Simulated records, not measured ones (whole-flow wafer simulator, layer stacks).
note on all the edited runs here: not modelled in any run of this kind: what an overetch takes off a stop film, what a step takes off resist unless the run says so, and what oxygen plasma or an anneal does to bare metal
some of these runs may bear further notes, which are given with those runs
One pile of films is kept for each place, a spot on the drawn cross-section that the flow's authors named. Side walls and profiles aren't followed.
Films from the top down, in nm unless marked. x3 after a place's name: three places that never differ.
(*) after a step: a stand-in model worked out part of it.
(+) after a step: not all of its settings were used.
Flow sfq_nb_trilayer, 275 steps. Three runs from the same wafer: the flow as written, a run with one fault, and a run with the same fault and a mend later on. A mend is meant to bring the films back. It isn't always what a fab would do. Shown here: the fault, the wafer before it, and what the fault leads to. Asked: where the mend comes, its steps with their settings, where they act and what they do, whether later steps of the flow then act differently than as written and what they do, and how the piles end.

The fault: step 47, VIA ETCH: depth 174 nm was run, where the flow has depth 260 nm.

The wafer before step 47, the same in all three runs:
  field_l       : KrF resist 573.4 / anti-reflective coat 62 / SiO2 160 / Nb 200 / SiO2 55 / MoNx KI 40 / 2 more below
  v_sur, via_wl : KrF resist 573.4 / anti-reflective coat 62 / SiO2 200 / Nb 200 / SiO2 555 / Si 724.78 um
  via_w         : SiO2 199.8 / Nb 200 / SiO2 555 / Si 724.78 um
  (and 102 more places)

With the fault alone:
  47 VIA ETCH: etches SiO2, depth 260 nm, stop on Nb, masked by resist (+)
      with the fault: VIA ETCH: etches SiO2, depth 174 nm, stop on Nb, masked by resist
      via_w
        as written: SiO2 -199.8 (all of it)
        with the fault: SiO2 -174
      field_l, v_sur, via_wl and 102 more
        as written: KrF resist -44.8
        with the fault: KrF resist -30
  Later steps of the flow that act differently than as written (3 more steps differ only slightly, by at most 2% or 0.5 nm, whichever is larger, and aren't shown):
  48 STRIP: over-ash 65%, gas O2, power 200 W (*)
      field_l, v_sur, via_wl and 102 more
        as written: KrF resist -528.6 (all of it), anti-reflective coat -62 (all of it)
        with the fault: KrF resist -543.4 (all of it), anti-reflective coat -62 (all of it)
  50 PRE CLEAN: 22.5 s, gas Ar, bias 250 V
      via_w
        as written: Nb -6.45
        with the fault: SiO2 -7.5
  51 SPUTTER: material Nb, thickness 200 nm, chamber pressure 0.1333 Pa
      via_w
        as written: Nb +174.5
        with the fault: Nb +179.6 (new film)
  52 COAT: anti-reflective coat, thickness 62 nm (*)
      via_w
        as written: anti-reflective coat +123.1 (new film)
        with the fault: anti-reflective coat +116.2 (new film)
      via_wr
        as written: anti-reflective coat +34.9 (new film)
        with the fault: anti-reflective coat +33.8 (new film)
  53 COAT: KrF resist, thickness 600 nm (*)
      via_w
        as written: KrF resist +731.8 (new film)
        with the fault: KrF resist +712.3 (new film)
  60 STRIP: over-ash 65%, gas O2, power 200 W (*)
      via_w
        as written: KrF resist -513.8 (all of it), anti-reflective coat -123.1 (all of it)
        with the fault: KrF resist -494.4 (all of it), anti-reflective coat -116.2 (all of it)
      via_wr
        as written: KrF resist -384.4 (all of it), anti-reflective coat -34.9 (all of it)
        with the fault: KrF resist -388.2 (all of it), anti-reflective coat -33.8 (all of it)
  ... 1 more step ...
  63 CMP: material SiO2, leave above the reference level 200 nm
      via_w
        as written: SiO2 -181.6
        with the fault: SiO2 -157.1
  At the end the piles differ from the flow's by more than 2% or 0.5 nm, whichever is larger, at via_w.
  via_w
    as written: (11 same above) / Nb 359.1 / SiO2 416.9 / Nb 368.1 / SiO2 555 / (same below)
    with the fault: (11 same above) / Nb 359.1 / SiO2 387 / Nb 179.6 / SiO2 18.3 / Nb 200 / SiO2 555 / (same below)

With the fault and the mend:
  The mend comes after step 48.
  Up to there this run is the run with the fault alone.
  48a COAT: anti-reflective coat, thickness 62 nm (*) (the flow's step 40 once more)
      p4_fl x3, p4_w1 x9, p4_g1 x2 and 63 more
        anti-reflective coat +62 (new film)
      ce_r, sp_r, be_r and 12 more
        anti-reflective coat +61.8 (new film)
      gap, jj_sur, ce_l, c5j
        anti-reflective coat +61.7 (new film)
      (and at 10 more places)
  48b COAT: KrF resist, thickness 650 nm (*) (the flow's step 41 once more)
      p4_fl x3, p4_w1 x9, p4_g1 x2 and 63 more
        KrF resist +650 (new film)
      res, r_end, moat, field_r, lsp_l, l0_sur, l0v
        KrF resist +649.5 (new film)
      ln_m5, lsp_m, ln_m6, lsp_r
        KrF resist +649.6 (new film)
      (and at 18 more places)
  48c SOFTBAKE: KrF resist (the flow's step 42 once more)
      changes no film at any place that is followed
  48d EXPOSE: photomask I0, dose 11.91 mJ/cm2, NA 0.6, wavelength 248 nm (*) (the flow's step 43 once more)
      changes no film at any place that is followed
  48e PEB: KrF resist, 90 s (the flow's step 44 once more)
      gap, jj_sur, ce_l and 93 more
        KrF resist -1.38
      via_v, wire, be, be_sur
        KrF resist -1.37
      field_l, via_sp
        KrF resist -1.36
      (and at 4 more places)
  48f DEVELOP: KrF resist, thickness 650 nm, 60 s (the flow's step 45 once more)
      field_l, v_sur, via_wl and 102 more
        KrF resist -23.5
      via_w
        KrF resist -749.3 (all of it)
  48g VIA ETCH: etches anti-reflective coat, depth 125 nm, masked by resist (+) (the flow's step 46 once more)
      field_l, v_sur, via_wl and 102 more
        KrF resist -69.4
      via_w
        anti-reflective coat -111 (all of it)
  48h VIA ETCH: etches SiO2, depth 86 nm, stop on Nb, masked by resist (+) (the flow's step 47 once more, with other settings)
      field_l, v_sur, via_wl and 102 more
        KrF resist -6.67
      via_w
        SiO2 -25.8 (all of it)
  48i STRIP: over-ash 65%, gas O2, power 200 W (*) (the flow's step 48 once more)
      p4_fl x3, p4_w1 x9, p4_g1 x2 and 63 more
        KrF resist -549 (all of it), anti-reflective coat -62 (all of it)
      res, r_end, moat, field_r, lsp_l, l0_sur, l0v
        KrF resist -548.5 (all of it), anti-reflective coat -61.8 (all of it)
      ln_m5, lsp_m, ln_m6, lsp_r
        KrF resist -548.6 (all of it), anti-reflective coat -61.8 (all of it)
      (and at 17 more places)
  No later step of the flow acts differently than as written, at any place that is followed, by more than 2% or 0.5 nm, whichever is larger.
  At the end the piles differ from the flow's only slightly at the places that both follow, by at most 2% or 0.5 nm, whichever is larger.
